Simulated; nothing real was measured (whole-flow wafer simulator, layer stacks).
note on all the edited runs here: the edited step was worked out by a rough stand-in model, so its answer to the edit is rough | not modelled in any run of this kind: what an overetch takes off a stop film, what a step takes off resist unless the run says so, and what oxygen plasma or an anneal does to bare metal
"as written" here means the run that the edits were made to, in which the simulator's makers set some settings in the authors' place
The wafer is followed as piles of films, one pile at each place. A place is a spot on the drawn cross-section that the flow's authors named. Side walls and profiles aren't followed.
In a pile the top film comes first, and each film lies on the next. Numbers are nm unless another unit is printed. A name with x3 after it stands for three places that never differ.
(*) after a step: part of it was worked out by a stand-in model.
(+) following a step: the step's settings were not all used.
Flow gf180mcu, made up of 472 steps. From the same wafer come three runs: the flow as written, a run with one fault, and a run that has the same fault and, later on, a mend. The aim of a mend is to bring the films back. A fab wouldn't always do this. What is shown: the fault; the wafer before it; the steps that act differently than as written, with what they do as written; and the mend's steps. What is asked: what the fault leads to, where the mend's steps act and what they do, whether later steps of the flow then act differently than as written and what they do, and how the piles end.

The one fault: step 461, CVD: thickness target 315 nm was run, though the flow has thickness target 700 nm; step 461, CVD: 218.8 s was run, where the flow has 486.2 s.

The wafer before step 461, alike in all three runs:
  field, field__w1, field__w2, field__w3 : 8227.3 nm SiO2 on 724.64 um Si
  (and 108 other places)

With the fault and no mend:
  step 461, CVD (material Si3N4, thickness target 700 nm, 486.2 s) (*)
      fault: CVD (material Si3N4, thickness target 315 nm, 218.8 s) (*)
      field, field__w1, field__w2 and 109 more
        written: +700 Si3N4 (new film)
        fault: +315.1 Si3N4 (new film)
  Later steps of the flow acting differently than as written (4 other steps are not shown; they differ only slightly, by no more than 2% or 0.5 nm, whichever is larger):
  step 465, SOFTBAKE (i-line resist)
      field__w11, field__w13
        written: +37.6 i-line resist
        fault: +35.6 i-line resist
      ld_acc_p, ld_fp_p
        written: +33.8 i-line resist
        fault: +31.7 i-line resist
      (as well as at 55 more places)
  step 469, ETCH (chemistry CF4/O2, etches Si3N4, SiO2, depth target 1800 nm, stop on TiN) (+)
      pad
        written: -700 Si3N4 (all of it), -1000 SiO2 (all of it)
        fault: -315.1 Si3N4 (all of it), -1000 SiO2 (all of it)
  At field, field__w1, field__w2 and 108 more, the piles at the end differ from the flow's by more than 2% or 0.5 nm, whichever is larger.
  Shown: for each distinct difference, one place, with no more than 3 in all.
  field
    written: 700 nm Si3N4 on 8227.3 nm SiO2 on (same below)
    fault: 315.1 nm Si3N4 on 8227.3 nm SiO2 on (same below)
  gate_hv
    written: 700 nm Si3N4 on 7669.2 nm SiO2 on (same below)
    fault: 315.1 nm Si3N4 on 7669.2 nm SiO2 on (same below)
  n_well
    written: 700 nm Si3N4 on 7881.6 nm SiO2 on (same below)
    fault: 315.1 nm Si3N4 on 7881.6 nm SiO2 on (same below)

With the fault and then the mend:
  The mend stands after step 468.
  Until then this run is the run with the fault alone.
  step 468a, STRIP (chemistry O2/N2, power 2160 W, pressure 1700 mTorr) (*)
      iso_ptap_pw, iso_ntap_nw, iso_nw_fld and 33 more
        -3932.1 i-line resist (all of it)
      p_well, sti, spacer, sd_n, mim_1p0, dice_street
        -3938 i-line resist (all of it)
      field__w2, field__w3, field__w6
        -3983.7 i-line resist (all of it)
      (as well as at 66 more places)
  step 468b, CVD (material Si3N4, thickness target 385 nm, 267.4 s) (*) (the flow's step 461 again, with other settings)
      field, field__w1, field__w2 and 109 more
        +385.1 Si3N4
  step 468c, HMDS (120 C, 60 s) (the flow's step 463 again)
      alters no film at any place that is followed
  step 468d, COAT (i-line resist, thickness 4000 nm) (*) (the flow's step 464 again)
      iso_ptap_pw, iso_ntap_nw, iso_nw_fld and 33 more
        +4000 i-line resist (new film)
      field__w9, field__w13, sd_p_hv, gate_p_hv, nplus_u, npoly_u
        +4017 i-line resist (new film)
      p_well, sti, spacer, sd_n, mim_1p0, dice_street
        +4006.3 i-line resist (new film)
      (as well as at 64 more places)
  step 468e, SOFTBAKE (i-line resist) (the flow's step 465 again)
      ld_acc_p, ld_fp_p, ld_drift_p
        +33.8 i-line resist
      field__w2, field_sub__w4
        +33.4 i-line resist
      field__w11, field__w13
        +37.6 i-line resist
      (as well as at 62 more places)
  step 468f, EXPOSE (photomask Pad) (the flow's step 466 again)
      alters no film at any place that is followed
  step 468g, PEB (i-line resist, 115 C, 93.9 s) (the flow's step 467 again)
      iso_ptap_pw, iso_ntap_nw, iso_nw_fld and 33 more
        -67.9 i-line resist
      field, field__w2, field__w3 and 25 more
        -68.8 i-line resist
      field_sub, field_sub__w1, field_sub__w2 and 23 more
        -68.7 i-line resist
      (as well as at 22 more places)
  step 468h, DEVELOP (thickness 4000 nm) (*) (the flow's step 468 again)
      field__w5, field__w7, field__w13 and 13 more
        -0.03 i-line resist
      pad
        -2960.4 i-line resist (all of it)
  None of the later steps of the flow differs from how it acts as written, at any place that is followed, by more than 2% or 0.5 nm, whichever is larger.
  When the end is reached, the piles differ only a little from the flow's at the places that both follow, at most by 2% or 0.5 nm, whichever is larger.
